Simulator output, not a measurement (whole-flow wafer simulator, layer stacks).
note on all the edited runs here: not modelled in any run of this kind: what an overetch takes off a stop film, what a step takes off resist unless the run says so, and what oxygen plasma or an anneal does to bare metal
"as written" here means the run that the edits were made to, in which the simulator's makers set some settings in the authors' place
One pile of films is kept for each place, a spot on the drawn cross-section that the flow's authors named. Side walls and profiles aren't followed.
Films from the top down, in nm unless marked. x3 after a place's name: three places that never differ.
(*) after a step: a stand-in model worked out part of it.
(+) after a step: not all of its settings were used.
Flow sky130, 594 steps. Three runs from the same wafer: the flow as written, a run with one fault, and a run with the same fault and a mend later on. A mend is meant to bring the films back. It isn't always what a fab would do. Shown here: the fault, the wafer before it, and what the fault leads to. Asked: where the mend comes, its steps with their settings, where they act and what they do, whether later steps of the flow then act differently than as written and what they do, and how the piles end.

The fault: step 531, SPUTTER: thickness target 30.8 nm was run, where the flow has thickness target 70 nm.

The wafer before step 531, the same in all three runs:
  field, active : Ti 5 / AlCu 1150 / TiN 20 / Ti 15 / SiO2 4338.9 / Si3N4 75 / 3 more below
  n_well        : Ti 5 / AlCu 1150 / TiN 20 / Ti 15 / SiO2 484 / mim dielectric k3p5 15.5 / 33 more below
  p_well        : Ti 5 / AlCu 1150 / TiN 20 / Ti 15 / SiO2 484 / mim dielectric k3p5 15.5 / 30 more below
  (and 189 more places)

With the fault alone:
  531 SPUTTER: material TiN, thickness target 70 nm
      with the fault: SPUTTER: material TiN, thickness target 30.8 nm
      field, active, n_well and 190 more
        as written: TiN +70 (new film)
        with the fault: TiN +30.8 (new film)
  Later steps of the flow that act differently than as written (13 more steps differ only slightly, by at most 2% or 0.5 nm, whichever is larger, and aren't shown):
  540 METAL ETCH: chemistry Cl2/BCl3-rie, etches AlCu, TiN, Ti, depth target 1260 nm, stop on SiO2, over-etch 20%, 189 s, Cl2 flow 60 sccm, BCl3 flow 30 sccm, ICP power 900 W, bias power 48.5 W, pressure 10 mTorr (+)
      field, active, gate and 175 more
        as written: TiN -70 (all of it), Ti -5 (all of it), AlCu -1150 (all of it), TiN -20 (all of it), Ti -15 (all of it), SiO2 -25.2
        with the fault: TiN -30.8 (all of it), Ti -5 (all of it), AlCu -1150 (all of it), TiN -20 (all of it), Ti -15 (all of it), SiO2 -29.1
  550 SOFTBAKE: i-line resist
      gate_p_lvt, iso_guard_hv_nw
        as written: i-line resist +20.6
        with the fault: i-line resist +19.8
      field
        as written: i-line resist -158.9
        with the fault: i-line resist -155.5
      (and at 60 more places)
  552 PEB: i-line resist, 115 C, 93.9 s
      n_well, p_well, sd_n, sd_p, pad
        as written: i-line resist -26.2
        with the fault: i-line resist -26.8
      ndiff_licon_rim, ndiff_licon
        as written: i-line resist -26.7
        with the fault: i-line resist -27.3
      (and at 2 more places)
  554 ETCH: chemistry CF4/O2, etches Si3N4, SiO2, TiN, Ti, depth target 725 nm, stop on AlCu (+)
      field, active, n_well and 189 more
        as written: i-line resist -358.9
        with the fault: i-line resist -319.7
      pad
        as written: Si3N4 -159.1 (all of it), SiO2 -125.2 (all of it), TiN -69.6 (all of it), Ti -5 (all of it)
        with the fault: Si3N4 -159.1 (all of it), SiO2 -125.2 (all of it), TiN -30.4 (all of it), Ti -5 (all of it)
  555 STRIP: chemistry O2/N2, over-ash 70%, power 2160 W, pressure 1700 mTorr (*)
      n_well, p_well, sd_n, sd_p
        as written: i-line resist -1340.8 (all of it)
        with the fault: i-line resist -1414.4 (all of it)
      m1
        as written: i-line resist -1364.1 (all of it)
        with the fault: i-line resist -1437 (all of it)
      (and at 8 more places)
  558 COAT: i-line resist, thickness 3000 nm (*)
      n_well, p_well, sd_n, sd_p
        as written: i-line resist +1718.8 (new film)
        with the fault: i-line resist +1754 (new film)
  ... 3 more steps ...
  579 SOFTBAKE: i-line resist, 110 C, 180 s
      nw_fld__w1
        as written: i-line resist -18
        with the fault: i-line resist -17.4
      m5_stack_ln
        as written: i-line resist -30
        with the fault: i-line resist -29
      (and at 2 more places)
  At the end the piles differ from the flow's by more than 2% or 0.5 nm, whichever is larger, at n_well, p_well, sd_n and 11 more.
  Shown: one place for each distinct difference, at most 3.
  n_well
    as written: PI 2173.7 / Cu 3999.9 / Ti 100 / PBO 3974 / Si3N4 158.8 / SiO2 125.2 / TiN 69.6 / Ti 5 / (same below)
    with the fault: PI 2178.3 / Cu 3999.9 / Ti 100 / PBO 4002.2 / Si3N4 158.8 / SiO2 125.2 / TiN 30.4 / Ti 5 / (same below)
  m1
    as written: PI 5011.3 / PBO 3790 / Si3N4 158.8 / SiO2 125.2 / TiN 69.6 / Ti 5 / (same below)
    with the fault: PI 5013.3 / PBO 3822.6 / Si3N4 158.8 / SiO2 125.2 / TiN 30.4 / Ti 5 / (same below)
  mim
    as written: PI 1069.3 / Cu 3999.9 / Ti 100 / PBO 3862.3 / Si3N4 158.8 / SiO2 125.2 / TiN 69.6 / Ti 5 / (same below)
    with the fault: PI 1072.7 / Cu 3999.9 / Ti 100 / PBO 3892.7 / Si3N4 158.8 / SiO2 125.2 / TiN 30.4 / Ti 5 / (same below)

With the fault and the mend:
  The mend comes after step 531.
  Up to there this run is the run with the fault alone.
  531a SPUTTER: material TiN, thickness target 39.2 nm (the flow's step 531 once more, with other settings)
      field, active, n_well and 190 more
        TiN +39.2
  No later step of the flow acts differently than as written at any place that is followed.
  At the end the piles are the same as the flow's at every place that both follow.
